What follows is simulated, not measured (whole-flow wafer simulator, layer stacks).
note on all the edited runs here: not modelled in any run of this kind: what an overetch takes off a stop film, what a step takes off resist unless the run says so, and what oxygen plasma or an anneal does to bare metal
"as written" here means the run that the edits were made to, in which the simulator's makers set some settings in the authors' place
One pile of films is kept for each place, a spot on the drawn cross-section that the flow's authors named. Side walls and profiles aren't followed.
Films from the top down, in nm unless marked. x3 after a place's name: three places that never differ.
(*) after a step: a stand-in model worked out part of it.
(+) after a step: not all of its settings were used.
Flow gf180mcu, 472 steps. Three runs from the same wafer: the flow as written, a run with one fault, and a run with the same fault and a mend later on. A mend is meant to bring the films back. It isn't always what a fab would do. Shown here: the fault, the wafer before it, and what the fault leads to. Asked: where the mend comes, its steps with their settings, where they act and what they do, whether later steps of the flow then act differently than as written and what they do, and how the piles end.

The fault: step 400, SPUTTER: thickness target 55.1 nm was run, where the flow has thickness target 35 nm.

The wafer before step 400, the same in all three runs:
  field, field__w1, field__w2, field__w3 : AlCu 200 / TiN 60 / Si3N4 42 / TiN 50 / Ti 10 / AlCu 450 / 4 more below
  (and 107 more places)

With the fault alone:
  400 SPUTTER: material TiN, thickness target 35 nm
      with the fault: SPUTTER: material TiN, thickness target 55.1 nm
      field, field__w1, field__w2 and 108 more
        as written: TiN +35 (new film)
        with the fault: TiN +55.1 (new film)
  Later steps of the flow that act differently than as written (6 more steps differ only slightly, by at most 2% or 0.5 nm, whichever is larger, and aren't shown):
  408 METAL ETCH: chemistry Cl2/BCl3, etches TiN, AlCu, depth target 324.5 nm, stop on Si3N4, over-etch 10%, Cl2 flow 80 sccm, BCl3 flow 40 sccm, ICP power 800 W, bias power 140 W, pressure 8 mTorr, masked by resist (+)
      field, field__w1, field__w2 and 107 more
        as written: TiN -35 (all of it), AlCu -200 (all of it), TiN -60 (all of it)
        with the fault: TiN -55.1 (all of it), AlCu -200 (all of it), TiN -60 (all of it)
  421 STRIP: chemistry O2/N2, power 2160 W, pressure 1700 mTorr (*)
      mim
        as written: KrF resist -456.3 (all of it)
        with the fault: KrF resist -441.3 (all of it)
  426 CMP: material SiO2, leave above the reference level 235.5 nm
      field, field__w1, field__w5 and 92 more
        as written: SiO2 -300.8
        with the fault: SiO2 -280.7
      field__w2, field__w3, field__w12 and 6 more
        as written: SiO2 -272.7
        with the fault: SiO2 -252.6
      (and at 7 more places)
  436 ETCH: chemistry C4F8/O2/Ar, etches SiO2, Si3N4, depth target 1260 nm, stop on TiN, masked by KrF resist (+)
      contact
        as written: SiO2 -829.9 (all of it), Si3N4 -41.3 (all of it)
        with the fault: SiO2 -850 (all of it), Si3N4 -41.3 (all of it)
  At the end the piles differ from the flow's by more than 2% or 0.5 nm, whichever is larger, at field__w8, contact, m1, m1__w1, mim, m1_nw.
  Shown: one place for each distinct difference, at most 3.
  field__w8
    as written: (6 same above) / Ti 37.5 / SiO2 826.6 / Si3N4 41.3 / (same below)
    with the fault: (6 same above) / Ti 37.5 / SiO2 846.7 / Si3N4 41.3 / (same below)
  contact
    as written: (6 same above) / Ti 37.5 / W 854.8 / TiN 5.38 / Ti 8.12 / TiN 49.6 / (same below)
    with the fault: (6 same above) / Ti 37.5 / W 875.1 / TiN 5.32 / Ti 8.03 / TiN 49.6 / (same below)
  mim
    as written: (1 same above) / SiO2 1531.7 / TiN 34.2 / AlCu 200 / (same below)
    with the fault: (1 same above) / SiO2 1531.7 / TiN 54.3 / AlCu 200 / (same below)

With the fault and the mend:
  The mend comes after step 400.
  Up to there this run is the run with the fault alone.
  400a METAL ETCH: chemistry Cl2/BCl3, etches TiN, AlCu, Ti, depth target 20.1 nm, Cl2 flow 80 sccm, BCl3 flow 40 sccm, ICP power 800 W, bias power 140 W, pressure 8 mTorr (the flow's step 260 once more, with other settings)
      field, field__w1, field__w2 and 108 more
        TiN -20.1
  No later step of the flow acts differently than as written at any place that is followed.
  At the end the piles are the same as the flow's at every place that both follow.
